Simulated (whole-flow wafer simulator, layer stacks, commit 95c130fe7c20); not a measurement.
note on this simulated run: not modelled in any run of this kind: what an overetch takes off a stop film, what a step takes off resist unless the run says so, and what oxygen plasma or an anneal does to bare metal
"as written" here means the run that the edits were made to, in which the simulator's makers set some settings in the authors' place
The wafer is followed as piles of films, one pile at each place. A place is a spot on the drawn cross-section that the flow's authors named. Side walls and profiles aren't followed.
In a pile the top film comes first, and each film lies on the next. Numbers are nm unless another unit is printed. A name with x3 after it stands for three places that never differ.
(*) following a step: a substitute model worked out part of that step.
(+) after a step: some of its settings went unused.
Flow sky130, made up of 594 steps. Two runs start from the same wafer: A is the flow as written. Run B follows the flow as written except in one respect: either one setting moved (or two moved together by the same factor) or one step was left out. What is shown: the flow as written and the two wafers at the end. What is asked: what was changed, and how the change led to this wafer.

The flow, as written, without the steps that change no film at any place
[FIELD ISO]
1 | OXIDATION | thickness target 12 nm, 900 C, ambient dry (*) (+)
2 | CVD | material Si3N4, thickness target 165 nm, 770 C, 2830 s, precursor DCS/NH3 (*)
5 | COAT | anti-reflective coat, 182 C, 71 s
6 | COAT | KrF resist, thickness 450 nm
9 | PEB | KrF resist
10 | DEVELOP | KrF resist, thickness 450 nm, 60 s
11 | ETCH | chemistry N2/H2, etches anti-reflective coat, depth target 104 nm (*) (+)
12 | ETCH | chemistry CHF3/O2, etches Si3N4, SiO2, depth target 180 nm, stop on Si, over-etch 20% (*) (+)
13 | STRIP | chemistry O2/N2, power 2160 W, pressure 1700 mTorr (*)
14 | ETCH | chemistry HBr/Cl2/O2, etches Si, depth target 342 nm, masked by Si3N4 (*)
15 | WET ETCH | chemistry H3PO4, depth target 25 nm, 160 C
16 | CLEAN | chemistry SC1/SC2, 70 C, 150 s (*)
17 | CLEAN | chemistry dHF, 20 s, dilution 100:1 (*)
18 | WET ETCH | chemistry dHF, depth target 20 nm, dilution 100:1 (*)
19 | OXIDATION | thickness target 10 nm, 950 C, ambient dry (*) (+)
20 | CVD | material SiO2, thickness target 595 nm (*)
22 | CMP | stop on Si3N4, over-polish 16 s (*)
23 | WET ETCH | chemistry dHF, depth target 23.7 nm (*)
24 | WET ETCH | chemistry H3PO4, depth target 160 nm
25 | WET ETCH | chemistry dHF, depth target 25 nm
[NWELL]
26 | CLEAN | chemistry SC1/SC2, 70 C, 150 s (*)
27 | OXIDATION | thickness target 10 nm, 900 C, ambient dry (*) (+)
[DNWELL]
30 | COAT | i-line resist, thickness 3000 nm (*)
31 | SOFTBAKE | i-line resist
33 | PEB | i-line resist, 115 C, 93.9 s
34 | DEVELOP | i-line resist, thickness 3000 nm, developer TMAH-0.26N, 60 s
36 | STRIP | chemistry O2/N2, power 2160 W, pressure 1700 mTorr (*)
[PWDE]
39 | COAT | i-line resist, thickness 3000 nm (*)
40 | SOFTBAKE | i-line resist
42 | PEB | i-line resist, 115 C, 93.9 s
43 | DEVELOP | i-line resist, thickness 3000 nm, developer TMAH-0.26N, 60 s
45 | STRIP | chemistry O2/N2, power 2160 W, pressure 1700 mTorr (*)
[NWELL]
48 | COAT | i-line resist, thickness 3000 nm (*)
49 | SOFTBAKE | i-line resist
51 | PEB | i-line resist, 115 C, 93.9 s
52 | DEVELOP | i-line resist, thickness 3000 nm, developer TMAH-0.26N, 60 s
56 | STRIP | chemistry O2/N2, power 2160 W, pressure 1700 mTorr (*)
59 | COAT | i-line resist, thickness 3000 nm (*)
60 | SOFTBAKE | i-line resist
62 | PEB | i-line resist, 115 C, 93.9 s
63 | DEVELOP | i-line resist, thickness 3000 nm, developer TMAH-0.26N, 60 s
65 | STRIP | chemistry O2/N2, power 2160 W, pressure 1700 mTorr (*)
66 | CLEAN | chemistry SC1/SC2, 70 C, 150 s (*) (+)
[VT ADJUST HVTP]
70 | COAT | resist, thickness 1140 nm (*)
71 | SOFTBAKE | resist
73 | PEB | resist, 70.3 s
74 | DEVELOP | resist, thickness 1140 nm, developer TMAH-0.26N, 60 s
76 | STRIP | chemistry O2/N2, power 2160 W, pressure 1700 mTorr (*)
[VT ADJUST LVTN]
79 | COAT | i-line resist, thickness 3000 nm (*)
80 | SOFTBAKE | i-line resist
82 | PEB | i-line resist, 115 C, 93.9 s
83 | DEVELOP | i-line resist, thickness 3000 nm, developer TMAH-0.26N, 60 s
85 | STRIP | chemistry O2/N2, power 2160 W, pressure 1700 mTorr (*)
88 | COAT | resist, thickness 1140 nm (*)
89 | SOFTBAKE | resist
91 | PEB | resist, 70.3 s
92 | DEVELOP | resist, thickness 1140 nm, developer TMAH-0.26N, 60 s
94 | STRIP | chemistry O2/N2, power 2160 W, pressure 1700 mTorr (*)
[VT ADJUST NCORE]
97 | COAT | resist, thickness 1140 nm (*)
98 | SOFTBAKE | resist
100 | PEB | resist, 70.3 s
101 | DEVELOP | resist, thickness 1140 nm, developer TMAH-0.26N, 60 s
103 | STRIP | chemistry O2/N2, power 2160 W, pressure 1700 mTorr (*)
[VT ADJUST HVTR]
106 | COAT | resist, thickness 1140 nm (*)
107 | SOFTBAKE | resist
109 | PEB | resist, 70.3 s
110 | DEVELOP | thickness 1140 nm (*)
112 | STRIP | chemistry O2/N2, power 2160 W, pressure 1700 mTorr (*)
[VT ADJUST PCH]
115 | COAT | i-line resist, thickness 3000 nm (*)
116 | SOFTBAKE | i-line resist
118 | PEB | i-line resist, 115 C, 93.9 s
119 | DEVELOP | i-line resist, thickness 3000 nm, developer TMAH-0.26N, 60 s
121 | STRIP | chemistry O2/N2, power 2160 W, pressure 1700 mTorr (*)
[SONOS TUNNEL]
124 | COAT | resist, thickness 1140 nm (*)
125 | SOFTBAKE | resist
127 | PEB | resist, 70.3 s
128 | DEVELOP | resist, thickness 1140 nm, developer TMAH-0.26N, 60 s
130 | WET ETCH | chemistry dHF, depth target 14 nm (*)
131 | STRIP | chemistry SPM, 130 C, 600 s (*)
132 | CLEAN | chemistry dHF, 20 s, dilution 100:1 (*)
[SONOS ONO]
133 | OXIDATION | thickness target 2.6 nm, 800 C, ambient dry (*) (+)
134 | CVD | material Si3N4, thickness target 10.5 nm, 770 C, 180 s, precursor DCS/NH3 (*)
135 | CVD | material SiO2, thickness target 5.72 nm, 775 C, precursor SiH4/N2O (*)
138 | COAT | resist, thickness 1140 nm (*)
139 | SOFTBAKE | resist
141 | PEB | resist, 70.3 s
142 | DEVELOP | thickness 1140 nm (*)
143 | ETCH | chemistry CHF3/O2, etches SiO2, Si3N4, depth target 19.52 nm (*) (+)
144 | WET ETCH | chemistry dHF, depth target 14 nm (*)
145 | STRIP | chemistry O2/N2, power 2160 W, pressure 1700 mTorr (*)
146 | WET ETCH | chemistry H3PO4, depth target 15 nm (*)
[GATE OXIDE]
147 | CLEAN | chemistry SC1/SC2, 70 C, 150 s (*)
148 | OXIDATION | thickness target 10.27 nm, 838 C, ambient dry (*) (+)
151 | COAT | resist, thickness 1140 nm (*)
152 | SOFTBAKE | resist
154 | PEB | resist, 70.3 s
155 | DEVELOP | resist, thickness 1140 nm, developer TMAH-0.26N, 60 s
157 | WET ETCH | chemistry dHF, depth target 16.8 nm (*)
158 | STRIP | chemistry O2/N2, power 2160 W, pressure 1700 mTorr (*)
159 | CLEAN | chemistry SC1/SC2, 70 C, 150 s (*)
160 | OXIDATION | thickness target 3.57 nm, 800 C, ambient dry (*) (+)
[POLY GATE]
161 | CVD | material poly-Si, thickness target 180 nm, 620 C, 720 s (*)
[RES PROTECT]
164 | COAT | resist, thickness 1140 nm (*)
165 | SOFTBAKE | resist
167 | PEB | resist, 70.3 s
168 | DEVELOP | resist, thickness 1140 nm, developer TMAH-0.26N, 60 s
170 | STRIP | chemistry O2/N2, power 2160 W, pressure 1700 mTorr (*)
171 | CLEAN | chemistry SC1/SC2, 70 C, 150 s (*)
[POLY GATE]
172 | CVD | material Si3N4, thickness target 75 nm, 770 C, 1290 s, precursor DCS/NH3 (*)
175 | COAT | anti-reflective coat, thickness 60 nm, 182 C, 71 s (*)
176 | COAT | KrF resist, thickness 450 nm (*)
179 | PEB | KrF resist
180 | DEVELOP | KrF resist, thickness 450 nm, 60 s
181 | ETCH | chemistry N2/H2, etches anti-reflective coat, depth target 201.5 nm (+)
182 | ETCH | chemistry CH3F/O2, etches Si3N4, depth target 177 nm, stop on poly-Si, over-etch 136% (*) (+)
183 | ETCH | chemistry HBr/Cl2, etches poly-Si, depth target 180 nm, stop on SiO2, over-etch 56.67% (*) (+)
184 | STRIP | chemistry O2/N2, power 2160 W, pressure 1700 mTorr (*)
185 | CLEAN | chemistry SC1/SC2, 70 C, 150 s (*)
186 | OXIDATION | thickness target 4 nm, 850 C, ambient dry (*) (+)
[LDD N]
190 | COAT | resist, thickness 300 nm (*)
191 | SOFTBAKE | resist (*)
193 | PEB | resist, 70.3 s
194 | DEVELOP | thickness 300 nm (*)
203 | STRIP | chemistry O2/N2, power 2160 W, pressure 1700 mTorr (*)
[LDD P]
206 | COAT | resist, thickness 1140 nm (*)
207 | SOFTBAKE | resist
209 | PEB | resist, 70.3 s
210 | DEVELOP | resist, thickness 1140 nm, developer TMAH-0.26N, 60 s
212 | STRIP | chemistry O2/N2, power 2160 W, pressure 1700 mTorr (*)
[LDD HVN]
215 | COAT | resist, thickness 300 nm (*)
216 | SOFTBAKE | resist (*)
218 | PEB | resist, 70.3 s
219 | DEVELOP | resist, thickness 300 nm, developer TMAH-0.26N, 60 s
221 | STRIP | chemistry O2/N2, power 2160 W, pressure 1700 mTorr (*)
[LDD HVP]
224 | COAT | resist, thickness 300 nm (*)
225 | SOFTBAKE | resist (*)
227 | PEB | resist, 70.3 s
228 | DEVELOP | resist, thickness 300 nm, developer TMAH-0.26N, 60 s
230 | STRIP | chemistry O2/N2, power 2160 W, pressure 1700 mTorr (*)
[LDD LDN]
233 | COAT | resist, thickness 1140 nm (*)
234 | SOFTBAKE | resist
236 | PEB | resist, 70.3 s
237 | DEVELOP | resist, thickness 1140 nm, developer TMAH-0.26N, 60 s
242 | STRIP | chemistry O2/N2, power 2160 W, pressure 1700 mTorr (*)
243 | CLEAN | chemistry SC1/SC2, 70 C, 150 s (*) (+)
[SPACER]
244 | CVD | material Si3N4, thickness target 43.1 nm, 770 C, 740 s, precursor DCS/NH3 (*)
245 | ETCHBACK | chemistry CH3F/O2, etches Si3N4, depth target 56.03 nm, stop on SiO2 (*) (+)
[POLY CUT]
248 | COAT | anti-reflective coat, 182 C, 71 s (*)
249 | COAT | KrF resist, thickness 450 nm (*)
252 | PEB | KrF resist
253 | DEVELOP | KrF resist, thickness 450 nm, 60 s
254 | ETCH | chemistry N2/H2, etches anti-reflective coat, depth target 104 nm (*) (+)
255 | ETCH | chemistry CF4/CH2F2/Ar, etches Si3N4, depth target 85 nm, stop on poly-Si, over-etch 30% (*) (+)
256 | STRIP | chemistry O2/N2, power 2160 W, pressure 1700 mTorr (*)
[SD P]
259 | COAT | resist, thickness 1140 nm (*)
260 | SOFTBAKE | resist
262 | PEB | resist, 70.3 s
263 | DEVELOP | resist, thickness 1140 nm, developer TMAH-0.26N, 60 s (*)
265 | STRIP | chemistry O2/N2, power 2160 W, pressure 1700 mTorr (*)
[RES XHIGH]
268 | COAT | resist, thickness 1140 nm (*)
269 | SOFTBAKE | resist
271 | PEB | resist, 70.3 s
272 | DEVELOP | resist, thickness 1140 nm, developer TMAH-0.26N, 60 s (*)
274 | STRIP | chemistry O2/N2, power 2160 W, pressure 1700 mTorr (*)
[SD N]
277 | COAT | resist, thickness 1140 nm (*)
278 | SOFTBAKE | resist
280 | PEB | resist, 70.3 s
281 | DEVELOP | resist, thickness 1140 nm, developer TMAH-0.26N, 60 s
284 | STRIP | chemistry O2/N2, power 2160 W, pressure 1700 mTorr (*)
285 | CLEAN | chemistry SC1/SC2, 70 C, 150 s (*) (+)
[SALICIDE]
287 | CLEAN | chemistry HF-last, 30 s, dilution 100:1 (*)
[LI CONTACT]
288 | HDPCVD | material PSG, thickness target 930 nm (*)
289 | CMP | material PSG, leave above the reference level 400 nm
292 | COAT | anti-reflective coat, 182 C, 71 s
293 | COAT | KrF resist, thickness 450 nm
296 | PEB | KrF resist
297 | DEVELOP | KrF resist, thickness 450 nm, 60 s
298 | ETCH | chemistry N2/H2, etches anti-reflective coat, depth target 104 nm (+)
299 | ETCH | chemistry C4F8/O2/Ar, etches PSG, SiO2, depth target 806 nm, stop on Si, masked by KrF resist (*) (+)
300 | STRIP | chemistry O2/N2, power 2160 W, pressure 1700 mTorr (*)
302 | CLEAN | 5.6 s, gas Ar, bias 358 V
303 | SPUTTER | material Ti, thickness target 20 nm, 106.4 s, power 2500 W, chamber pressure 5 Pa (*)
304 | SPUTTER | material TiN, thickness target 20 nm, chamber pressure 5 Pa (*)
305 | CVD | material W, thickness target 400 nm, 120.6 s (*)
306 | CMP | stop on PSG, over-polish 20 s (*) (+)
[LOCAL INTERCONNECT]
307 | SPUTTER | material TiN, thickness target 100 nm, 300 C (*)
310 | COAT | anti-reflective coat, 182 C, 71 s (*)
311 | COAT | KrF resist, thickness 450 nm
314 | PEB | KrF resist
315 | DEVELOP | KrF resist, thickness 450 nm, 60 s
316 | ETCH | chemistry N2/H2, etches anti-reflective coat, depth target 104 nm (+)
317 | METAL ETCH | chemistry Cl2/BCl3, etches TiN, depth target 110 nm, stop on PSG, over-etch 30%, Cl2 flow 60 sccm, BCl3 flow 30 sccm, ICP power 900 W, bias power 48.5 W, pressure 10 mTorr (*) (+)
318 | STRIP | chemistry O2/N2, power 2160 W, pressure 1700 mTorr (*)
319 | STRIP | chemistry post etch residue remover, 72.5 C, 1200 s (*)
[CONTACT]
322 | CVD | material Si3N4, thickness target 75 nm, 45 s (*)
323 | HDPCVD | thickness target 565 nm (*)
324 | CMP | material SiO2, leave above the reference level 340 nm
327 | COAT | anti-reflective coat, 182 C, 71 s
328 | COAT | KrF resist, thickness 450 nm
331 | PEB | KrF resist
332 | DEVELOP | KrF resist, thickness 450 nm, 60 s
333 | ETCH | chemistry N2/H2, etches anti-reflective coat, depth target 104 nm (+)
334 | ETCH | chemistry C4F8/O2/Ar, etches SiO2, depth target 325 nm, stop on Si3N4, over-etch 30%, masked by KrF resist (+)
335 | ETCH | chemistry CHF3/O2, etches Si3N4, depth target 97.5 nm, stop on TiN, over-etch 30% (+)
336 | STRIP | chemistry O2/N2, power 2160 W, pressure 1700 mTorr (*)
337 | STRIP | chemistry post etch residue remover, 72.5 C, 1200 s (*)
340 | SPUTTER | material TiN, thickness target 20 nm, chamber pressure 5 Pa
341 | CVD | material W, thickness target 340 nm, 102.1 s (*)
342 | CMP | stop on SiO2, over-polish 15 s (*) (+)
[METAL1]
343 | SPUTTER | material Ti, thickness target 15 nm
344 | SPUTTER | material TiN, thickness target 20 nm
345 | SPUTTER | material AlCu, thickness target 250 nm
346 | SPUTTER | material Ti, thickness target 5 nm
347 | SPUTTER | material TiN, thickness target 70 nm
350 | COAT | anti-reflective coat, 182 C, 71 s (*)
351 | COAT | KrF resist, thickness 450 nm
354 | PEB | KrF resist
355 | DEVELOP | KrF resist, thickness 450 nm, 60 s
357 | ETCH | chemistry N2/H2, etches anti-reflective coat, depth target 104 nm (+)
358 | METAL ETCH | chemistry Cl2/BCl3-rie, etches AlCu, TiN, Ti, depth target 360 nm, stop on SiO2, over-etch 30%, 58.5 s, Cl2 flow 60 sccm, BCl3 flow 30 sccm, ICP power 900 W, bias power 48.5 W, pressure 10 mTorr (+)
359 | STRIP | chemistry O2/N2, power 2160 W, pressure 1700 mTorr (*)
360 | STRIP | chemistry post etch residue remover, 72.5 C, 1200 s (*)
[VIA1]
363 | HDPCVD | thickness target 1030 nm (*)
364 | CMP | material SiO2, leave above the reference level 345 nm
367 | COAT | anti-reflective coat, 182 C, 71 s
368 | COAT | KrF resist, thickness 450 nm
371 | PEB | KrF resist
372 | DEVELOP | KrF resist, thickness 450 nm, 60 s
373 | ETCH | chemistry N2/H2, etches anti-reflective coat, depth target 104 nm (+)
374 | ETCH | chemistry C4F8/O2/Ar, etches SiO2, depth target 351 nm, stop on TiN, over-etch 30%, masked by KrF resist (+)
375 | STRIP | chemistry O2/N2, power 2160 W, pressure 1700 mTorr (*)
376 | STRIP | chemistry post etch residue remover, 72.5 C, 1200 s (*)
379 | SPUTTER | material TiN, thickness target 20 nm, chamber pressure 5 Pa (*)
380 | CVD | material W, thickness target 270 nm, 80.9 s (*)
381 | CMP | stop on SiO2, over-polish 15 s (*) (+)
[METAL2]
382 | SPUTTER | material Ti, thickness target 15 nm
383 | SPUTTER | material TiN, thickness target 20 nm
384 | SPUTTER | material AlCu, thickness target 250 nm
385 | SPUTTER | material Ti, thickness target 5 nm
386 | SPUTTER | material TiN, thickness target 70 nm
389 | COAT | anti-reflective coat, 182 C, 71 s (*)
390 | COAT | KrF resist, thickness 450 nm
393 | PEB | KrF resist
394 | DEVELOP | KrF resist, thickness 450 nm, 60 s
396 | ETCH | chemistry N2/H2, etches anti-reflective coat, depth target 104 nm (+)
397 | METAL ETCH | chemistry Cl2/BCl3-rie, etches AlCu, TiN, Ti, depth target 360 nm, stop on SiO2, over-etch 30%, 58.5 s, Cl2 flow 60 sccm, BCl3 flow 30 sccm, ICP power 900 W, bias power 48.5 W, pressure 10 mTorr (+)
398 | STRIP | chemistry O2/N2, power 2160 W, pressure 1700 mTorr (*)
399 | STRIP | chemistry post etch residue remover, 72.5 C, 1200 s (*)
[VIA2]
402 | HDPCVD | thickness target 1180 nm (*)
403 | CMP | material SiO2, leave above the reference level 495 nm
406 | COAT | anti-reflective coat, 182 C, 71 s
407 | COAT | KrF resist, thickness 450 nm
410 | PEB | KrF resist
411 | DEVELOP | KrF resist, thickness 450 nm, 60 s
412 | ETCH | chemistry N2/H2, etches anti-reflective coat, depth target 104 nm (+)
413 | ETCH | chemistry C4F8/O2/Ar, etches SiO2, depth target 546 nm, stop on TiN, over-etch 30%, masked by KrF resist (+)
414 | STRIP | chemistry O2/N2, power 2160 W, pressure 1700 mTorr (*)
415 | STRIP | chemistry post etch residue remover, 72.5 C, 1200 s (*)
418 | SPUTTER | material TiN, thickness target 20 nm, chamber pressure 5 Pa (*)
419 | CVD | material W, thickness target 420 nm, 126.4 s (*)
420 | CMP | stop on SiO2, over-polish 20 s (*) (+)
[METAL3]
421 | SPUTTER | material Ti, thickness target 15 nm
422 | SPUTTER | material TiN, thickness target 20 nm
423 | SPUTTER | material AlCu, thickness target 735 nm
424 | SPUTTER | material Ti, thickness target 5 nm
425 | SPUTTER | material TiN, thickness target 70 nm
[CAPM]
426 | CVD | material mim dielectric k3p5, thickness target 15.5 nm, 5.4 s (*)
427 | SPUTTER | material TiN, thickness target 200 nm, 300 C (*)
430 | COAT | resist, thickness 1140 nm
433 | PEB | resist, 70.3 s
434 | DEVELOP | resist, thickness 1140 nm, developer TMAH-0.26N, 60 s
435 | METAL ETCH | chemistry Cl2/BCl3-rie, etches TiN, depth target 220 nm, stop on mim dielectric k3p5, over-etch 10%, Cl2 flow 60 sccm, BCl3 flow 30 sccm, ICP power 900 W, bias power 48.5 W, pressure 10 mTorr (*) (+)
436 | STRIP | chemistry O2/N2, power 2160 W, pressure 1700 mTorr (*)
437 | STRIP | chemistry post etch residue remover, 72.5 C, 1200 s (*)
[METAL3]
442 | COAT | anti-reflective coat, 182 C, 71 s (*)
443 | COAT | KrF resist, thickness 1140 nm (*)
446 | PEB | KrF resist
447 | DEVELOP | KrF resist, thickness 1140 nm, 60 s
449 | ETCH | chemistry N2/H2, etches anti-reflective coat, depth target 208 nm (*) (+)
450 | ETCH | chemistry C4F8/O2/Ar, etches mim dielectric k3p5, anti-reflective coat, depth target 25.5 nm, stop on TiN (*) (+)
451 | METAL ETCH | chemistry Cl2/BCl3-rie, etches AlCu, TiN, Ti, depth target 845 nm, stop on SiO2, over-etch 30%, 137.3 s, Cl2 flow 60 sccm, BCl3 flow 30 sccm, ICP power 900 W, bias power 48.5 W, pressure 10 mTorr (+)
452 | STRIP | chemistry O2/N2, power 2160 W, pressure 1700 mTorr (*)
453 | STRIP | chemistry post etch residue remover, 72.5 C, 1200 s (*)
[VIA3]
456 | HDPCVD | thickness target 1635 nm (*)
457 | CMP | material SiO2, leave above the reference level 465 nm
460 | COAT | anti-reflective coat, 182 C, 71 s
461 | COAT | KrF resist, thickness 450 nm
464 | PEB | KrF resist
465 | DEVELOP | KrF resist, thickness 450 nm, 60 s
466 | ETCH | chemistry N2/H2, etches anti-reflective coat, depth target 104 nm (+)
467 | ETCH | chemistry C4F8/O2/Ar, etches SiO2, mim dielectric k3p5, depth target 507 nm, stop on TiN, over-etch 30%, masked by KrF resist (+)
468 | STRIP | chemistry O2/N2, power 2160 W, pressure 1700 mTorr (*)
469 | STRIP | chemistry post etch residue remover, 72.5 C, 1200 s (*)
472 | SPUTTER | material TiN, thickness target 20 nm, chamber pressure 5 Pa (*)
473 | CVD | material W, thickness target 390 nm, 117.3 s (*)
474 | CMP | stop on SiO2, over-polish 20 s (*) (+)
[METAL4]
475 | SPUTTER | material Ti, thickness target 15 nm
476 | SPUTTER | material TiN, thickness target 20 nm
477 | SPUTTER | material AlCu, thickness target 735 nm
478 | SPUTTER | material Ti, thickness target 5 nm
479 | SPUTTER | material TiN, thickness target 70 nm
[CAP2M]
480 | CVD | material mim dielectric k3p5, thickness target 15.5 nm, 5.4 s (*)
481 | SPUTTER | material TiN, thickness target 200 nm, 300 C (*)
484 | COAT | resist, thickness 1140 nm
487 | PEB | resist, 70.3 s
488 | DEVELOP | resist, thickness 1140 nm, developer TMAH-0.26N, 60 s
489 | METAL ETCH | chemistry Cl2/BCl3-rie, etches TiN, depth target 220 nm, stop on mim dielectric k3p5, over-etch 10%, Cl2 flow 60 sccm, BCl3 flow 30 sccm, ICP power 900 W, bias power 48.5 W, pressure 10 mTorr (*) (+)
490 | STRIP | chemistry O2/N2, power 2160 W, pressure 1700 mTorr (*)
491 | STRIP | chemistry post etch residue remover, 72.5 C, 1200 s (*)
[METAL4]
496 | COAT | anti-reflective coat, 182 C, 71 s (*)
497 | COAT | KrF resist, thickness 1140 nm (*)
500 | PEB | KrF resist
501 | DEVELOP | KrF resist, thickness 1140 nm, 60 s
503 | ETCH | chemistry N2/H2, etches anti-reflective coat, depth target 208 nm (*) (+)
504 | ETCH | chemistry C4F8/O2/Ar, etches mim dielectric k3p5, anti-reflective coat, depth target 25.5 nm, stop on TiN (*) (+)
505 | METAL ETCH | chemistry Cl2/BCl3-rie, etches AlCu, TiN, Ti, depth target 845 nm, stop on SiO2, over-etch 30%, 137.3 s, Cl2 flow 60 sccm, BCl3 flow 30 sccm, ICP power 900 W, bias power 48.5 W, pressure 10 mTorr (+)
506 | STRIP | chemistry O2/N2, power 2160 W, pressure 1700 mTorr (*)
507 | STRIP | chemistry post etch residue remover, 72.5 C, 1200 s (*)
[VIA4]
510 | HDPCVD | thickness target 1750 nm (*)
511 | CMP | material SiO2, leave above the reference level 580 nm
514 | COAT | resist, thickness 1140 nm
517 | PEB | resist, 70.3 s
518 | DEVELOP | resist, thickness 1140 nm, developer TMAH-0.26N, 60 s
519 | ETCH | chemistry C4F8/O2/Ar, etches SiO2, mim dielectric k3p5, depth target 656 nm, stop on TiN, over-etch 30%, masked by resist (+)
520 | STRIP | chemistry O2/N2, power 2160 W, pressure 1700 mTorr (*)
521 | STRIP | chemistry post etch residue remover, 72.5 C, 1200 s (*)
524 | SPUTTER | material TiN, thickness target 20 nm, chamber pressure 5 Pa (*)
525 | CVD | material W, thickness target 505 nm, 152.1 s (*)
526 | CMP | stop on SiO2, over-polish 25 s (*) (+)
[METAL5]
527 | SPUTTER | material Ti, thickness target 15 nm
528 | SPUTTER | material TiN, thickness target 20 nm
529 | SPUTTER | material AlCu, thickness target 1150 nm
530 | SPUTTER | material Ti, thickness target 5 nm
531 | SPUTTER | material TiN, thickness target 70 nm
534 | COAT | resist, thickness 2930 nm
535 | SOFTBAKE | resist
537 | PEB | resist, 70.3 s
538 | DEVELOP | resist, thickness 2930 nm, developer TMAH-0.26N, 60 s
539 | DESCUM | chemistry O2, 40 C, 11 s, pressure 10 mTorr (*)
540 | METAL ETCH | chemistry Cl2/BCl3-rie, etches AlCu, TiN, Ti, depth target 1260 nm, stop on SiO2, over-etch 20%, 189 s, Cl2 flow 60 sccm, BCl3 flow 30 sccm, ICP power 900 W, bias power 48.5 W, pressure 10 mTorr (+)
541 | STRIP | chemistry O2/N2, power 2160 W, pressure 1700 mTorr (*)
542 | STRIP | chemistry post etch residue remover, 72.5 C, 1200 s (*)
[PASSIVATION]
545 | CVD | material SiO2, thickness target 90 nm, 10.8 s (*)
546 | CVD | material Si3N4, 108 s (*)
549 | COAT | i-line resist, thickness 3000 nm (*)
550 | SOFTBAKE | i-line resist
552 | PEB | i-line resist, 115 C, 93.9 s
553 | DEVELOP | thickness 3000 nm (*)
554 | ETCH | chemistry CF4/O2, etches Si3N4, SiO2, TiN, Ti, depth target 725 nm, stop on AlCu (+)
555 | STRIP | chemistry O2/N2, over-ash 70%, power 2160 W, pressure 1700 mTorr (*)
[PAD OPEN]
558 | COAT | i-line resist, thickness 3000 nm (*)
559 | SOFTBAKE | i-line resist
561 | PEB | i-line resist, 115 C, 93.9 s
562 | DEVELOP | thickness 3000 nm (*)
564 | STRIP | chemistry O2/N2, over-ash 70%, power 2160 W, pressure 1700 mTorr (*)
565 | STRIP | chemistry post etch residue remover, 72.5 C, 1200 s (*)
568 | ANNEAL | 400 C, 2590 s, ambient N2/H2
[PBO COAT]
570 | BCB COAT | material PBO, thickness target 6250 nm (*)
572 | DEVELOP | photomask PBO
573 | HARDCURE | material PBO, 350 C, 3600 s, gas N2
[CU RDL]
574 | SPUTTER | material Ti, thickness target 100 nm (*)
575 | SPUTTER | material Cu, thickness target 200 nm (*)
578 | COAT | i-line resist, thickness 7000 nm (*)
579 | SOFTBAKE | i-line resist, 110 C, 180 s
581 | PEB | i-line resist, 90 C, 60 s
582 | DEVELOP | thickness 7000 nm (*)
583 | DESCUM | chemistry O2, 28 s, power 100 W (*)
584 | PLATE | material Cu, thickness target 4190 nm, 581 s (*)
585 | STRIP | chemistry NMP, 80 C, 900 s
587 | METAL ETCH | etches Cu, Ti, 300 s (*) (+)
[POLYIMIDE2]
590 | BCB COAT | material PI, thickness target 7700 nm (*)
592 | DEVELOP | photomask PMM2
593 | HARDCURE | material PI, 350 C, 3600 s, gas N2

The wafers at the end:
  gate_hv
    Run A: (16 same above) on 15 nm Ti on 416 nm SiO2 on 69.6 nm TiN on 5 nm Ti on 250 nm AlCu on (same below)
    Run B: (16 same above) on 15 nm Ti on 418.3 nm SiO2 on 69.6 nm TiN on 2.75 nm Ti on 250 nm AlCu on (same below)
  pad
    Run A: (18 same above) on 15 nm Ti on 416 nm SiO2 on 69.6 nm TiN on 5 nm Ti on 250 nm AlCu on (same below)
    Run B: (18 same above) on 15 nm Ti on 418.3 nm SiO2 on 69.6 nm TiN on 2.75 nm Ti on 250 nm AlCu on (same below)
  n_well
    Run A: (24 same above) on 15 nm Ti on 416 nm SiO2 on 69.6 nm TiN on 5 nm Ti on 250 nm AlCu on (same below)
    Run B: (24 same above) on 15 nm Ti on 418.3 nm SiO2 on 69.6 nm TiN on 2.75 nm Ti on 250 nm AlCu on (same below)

What caused this: step 385, SPUTTER: thickness target 2.75 nm was run, while the flow as written has thickness target 5 nm.
One can read it off the wafer: gate_hv has Ti 2.75, and step 385 as written asks for 5 nm.

The path from the change to this, step by step:
  385 | SPUTTER | material Ti, thickness target 5 nm
      field, active, n_well and 188 more: A Ti gains 5 (new film) | B Ti gains 2.75 (new film)
  397 | METAL ETCH | chemistry Cl2/BCl3-rie, etches AlCu, TiN, Ti, depth target 360 nm, stop on SiO2, over-etch 30%, 58.5 s, Cl2 flow 60 sccm, BCl3 flow 30 sccm, ICP power 900 W, bias power 48.5 W, pressure 10 mTorr (+)
      field, active, gate and 82 more: A TiN loses 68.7 (all of it), Ti loses 5 (all of it), AlCu loses 250 (all of it), TiN loses 20 (all of it), Ti loses 15 (all of it), SiO2 loses 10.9 | B TiN loses 68.7 (all of it), Ti loses 2.75 (all of it), AlCu loses 250 (all of it), TiN loses 20 (all of it), Ti loses 15 (all of it), SiO2 loses 11.2
